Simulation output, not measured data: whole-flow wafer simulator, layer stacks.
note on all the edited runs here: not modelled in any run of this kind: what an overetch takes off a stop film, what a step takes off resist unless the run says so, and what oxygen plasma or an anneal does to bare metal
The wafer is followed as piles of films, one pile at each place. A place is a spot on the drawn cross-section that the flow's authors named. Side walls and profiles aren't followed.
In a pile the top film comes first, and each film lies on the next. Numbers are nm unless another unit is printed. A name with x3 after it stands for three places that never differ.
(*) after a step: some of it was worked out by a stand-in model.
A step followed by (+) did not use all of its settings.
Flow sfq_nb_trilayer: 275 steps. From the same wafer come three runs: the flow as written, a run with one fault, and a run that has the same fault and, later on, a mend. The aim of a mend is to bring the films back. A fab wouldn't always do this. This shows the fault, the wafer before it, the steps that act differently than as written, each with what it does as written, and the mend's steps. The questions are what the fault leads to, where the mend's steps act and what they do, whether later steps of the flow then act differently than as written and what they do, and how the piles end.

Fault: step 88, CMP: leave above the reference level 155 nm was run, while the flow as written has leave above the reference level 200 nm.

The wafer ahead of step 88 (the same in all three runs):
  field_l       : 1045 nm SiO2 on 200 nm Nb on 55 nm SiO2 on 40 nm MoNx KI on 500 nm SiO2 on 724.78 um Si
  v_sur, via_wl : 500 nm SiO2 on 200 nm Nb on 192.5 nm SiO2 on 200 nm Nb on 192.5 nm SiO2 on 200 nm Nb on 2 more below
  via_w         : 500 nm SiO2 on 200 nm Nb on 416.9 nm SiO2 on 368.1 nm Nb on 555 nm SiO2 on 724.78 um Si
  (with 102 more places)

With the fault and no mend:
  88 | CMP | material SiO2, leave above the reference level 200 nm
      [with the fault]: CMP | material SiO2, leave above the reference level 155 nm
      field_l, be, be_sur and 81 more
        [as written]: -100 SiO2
        [with the fault]: -145 SiO2
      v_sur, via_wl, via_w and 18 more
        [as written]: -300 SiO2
        [with the fault]: -345 SiO2
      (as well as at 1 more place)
  Steps further on in the flow that do not act as written (4 other steps are not shown; they differ only slightly, by no more than 2% or 0.5 nm, whichever is larger):
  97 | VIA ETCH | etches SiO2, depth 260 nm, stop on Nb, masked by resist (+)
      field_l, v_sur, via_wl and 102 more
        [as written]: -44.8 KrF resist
        [with the fault]: -40 KrF resist
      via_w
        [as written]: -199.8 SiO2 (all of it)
        [with the fault]: -154.8 SiO2 (all of it)
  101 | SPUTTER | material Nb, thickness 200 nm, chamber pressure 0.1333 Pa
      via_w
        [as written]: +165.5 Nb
        [with the fault]: +175.4 Nb
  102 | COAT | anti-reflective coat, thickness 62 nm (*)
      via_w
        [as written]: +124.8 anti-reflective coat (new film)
        [with the fault]: +113.5 anti-reflective coat (new film)
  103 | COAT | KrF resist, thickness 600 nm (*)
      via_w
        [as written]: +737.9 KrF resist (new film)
        [with the fault]: +701.2 KrF resist (new film)
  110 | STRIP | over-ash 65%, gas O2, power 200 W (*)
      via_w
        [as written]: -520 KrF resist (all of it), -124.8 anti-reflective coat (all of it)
        [with the fault]: -483.3 KrF resist (all of it), -113.5 anti-reflective coat (all of it)
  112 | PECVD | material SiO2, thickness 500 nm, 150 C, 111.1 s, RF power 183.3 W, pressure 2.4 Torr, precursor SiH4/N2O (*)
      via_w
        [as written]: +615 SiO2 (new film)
        [with the fault]: +535.6 SiO2 (new film)
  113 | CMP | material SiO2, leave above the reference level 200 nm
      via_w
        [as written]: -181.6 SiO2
        [with the fault]: -157.1 SiO2
  At v_sur, via_wl, via_w and 78 more, the piles at the end differ from the flow's by more than 2% or 0.5 nm, whichever is larger.
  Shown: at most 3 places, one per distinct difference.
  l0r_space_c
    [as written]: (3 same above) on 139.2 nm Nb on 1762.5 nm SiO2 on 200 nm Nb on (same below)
    [with the fault]: (3 same above) on 139.2 nm Nb on 1717.5 nm SiO2 on 200 nm Nb on (same below)
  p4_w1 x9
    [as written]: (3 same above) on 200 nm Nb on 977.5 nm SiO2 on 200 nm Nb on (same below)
    [with the fault]: (3 same above) on 200 nm Nb on 932.5 nm SiO2 on 200 nm Nb on (same below)
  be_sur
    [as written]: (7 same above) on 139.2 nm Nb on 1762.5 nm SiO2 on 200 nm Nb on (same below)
    [with the fault]: (7 same above) on 139.2 nm Nb on 1717.5 nm SiO2 on 200 nm Nb on (same below)

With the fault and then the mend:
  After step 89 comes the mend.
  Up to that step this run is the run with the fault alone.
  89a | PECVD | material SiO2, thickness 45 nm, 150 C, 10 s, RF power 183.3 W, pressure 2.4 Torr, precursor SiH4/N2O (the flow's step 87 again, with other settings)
      field_l, v_sur, via_wl and 103 more
        +45 SiO2
  Later steps of the flow that are run all act as written at every place that is followed, up to a difference of at most 2% or 0.5 nm, whichever is larger.
  By the end, the piles equal the flow's at every place that both follow.
